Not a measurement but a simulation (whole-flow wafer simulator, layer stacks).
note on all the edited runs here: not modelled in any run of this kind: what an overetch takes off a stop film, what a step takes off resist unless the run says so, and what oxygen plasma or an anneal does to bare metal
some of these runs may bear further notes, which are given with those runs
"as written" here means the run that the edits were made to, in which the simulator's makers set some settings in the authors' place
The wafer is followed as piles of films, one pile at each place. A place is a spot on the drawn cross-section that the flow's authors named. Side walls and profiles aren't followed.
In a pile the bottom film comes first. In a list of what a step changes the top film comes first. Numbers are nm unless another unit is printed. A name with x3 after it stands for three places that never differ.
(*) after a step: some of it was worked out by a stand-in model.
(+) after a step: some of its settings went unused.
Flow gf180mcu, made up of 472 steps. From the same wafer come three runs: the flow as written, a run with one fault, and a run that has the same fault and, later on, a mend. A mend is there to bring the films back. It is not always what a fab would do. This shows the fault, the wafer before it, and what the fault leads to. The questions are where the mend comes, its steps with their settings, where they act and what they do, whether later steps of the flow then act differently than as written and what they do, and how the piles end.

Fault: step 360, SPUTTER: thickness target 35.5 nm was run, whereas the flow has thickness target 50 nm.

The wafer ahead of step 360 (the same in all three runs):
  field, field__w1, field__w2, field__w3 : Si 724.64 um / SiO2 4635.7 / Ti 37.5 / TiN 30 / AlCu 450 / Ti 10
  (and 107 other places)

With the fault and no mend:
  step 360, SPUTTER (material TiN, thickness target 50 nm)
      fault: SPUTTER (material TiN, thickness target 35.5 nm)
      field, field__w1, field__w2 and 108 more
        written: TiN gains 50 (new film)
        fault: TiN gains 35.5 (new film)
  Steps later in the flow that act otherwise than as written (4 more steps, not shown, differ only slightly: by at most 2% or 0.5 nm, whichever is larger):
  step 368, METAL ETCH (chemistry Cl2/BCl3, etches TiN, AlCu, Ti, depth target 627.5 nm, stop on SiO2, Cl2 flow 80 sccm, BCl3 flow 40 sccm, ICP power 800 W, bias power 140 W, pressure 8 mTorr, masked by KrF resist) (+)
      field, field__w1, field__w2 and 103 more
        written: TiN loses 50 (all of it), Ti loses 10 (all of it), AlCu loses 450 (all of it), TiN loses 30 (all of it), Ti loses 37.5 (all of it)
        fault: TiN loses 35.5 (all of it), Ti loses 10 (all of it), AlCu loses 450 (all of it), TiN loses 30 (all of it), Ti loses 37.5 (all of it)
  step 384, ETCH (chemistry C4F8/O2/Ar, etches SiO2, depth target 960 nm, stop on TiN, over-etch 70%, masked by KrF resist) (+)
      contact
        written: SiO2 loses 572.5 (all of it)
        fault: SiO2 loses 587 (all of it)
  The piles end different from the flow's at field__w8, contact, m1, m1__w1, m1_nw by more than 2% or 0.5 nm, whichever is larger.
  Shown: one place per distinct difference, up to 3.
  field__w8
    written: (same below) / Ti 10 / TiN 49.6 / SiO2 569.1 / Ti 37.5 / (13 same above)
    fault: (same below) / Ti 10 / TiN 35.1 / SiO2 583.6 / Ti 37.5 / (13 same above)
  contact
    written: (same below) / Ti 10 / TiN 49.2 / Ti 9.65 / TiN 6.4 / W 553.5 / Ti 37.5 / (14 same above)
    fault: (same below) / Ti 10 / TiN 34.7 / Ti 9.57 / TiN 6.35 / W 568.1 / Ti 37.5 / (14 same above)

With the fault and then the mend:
  The mend follows step 367.
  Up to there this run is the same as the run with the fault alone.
  step 367a, STRIP (chemistry O2/N2, power 2160 W, pressure 1700 mTorr) (*)
      field__w8, contact, m1, m1__w1, m1_nw
        KrF resist loses 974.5 (all of it)
  step 367b, SPUTTER (material TiN, thickness target 14.5 nm) (the flow's step 360 again, with other settings)
      field, field__w1, field__w2 and 108 more
        TiN gains 14.5
  step 367c, HMDS (120 C, 60 s) (the flow's step 362 again)
      alters no film at any place that is followed
  step 367d, COAT (KrF resist, thickness 1000 nm) (the flow's step 363 again)
      field, field__w1, field__w2 and 108 more
        KrF resist gains 1000 (new film)
  step 367e, SOFTBAKE (KrF resist) (the flow's step 364 again)
      alters no film at any place that is followed
  step 367f, EXPOSE (photomask Metal4) (the flow's step 365 again)
      alters no film at any place that is followed
  step 367g, PEB (KrF resist, 135 C, 90 s) (the flow's step 366 again)
      field, field__w1, field__w2 and 108 more
        KrF resist loses 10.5
  step 367h, DEVELOP (thickness 1000 nm, 60 s) (the flow's step 367 again)
      field, field__w1, field__w2 and 103 more
        KrF resist loses 989.5 (all of it)
      field__w8, contact, m1, m1__w1, m1_nw
        KrF resist loses 14.9
  Every later step of the flow that is run acts as written at every place that is followed.
  At every place that both follow, the piles at the end match the flow's.
